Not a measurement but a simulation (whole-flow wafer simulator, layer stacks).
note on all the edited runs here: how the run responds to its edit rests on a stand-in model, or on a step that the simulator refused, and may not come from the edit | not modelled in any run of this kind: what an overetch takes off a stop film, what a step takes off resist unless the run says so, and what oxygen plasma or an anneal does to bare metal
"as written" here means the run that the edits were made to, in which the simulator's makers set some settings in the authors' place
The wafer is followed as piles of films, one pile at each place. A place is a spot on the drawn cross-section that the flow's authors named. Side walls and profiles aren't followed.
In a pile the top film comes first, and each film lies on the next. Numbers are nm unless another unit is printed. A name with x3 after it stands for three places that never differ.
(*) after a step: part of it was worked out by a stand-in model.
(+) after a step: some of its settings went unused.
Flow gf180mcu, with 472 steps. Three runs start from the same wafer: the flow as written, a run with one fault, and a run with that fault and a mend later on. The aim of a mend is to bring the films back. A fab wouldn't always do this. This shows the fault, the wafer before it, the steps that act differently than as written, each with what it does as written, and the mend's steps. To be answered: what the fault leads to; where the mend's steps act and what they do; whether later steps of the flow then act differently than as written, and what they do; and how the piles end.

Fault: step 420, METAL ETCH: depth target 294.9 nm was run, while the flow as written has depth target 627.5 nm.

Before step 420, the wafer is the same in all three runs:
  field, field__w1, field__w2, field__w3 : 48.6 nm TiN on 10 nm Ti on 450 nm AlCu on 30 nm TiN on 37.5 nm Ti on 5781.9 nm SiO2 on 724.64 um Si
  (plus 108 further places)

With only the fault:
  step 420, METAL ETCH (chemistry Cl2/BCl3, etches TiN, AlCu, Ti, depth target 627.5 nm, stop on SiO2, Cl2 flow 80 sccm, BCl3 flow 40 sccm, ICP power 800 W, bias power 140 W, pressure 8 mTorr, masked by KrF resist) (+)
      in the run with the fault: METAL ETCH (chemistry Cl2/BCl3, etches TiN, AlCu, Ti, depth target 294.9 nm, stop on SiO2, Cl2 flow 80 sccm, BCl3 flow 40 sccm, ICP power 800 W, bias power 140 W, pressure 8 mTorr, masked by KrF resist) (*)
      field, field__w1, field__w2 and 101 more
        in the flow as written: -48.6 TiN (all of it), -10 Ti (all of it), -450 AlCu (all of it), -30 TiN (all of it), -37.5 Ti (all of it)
        in the run with the fault: -48.6 TiN (all of it), -10 Ti (all of it), -236.3 AlCu
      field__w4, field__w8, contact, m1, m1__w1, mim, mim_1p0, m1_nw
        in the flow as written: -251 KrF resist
        in the run with the fault: -118 KrF resist
  Steps further on in the flow that do not act as written (1 more step, not shown, differs only slightly: by at most 2% or 0.5 nm, whichever is larger):
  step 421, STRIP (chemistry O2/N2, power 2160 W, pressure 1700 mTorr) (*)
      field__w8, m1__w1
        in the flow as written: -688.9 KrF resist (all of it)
        in the run with the fault: -821.9 KrF resist (all of it)
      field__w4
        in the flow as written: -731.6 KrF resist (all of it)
        in the run with the fault: -864.7 KrF resist (all of it)
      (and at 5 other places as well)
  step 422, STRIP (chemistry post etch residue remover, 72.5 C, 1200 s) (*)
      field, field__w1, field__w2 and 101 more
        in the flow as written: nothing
        in the run with the fault: -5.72 AlCu
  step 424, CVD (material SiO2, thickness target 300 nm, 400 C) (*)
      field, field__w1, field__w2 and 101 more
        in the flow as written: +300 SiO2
        in the run with the fault: +300 SiO2 (new film)
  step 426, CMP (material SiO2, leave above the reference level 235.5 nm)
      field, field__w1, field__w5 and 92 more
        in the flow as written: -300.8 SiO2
        in the run with the fault: -576.3 SiO2
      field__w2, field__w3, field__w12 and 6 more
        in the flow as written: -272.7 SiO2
        in the run with the fault: -560.7 SiO2
  By the end, the piles at field, field__w1, field__w2 and 101 more depart from the flow's by more than 2% or 0.5 nm, whichever is larger.
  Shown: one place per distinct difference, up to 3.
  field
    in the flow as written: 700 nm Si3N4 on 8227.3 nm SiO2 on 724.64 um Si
    in the run with the fault: 700 nm Si3N4 on 2169.9 nm SiO2 on 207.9 nm AlCu on 30 nm TiN on 37.5 nm Ti on 5781.9 nm SiO2 on 724.64 um Si
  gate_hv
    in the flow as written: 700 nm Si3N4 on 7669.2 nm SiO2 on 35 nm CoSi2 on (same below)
    in the run with the fault: 700 nm Si3N4 on 2169.9 nm SiO2 on 207.9 nm AlCu on 30 nm TiN on 37.5 nm Ti on 5223.8 nm SiO2 on 35 nm CoSi2 on (same below)
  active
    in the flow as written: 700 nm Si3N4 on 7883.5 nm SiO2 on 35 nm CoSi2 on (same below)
    in the run with the fault: 700 nm Si3N4 on 2169.9 nm SiO2 on 207.9 nm AlCu on 30 nm TiN on 37.5 nm Ti on 5438.1 nm SiO2 on 35 nm CoSi2 on (same below)

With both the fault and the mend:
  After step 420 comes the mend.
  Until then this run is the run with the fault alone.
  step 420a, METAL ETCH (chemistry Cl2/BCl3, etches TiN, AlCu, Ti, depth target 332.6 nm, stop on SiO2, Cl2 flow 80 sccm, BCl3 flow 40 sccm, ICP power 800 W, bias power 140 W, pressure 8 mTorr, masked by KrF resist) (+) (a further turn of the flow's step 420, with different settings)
      field, field__w1, field__w2 and 101 more
        -213.7 AlCu (all of it), -30 TiN (all of it), -37.5 Ti (all of it)
      field__w4, field__w8, contact, m1, m1__w1, mim, mim_1p0, m1_nw
        -133 KrF resist
  None of the later steps of the flow acts differently than as written at any place that is followed.
  The piles end the same as the flow's at every place that both follow.
